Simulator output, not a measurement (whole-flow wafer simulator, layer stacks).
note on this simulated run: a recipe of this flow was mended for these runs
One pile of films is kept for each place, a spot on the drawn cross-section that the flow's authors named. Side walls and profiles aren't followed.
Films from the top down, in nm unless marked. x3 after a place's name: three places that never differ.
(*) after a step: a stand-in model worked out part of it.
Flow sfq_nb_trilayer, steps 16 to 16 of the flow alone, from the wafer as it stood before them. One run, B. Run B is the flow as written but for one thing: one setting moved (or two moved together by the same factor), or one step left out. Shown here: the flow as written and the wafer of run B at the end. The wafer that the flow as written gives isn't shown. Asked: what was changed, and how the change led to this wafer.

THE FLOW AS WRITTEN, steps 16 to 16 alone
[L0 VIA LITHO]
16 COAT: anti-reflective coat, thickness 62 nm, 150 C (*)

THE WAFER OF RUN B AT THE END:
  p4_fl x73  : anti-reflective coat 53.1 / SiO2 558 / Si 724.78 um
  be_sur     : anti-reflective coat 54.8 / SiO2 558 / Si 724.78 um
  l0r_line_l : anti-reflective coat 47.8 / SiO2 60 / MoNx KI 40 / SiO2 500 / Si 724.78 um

The cause: step 16, COAT: thickness 53.1 nm was run, where the flow has thickness 62 nm.
It can be read off the wafer: p4_fl x73 has anti-reflective coat 53.1, and step 16 as written asks for 62 nm.

How the change led to this, step by step:
  16 COAT: anti-reflective coat, thickness 62 nm, 150 C (*)
      p4_fl x73: anti-reflective coat +53.1 (new film) (as written it would be: anti-reflective coat +62 (new film))
      be_sur, gap, jj_sur and 8 more: anti-reflective coat +54.8 (new film) (as written it would be: anti-reflective coat +63.8 (new film))
      (and at 22 more places)
